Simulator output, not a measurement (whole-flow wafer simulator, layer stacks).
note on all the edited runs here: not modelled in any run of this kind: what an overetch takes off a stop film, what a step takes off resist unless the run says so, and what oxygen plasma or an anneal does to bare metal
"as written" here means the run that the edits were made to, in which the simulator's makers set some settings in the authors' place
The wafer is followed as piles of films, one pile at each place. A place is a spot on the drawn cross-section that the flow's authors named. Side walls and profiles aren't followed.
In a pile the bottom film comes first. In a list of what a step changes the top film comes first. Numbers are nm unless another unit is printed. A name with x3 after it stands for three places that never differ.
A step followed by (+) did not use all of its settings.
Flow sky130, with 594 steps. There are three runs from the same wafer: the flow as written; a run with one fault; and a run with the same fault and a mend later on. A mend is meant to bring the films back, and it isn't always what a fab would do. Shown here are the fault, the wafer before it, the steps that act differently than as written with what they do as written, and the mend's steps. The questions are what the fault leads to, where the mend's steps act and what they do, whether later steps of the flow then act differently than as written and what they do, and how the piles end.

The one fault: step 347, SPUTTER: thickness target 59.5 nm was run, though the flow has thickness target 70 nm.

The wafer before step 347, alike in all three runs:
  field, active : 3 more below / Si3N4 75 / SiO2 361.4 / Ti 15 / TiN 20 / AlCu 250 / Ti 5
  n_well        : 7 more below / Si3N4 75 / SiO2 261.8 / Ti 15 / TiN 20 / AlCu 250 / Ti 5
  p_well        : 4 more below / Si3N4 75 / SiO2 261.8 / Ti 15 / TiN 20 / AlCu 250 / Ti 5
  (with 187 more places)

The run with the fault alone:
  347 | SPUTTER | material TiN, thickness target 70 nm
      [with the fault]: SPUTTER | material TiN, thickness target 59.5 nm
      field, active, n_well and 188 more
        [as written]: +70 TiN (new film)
        [with the fault]: +59.5 TiN (new film)
  Later steps of the flow acting differently than as written (not shown: 15 more steps that differ only slightly, by at most 2% or 0.5 nm, whichever is larger):
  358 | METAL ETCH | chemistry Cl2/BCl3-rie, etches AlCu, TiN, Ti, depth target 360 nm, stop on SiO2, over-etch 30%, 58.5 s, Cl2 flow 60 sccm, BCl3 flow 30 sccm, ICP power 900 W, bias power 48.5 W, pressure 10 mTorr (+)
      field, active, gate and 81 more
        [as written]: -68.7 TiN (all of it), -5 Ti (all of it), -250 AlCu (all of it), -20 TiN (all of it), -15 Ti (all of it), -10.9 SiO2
        [with the fault]: -58.2 TiN (all of it), -5 Ti (all of it), -250 AlCu (all of it), -20 TiN (all of it), -15 Ti (all of it), -12 SiO2
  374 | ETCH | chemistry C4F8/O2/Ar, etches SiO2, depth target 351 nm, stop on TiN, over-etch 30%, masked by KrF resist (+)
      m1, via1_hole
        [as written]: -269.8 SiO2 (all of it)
        [with the fault]: -280.3 SiO2 (all of it)
  At n_well, p_well, gate_hv and 104 more, the piles at the end differ from the flow's by more than 2% or 0.5 nm, whichever is larger.
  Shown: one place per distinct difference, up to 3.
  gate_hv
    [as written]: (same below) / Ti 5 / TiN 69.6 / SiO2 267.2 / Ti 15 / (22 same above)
    [with the fault]: (same below) / Ti 5 / TiN 59.1 / SiO2 277.7 / Ti 15 / (22 same above)
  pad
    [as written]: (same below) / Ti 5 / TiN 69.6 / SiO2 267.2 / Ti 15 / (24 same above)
    [with the fault]: (same below) / Ti 5 / TiN 59.1 / SiO2 277.7 / Ti 15 / (24 same above)
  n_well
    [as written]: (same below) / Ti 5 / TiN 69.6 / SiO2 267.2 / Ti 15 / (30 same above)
    [with the fault]: (same below) / Ti 5 / TiN 59.1 / SiO2 277.7 / Ti 15 / (30 same above)

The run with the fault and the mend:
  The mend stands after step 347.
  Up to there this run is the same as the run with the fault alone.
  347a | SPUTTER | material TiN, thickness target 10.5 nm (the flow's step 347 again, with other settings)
      field, active, n_well and 188 more
        +10.5 TiN
  Every later step of the flow that is run acts as written, at every place that is followed, to within 2% or 0.5 nm, whichever is larger.
  At every place that both follow, the piles at the end match the flow's.
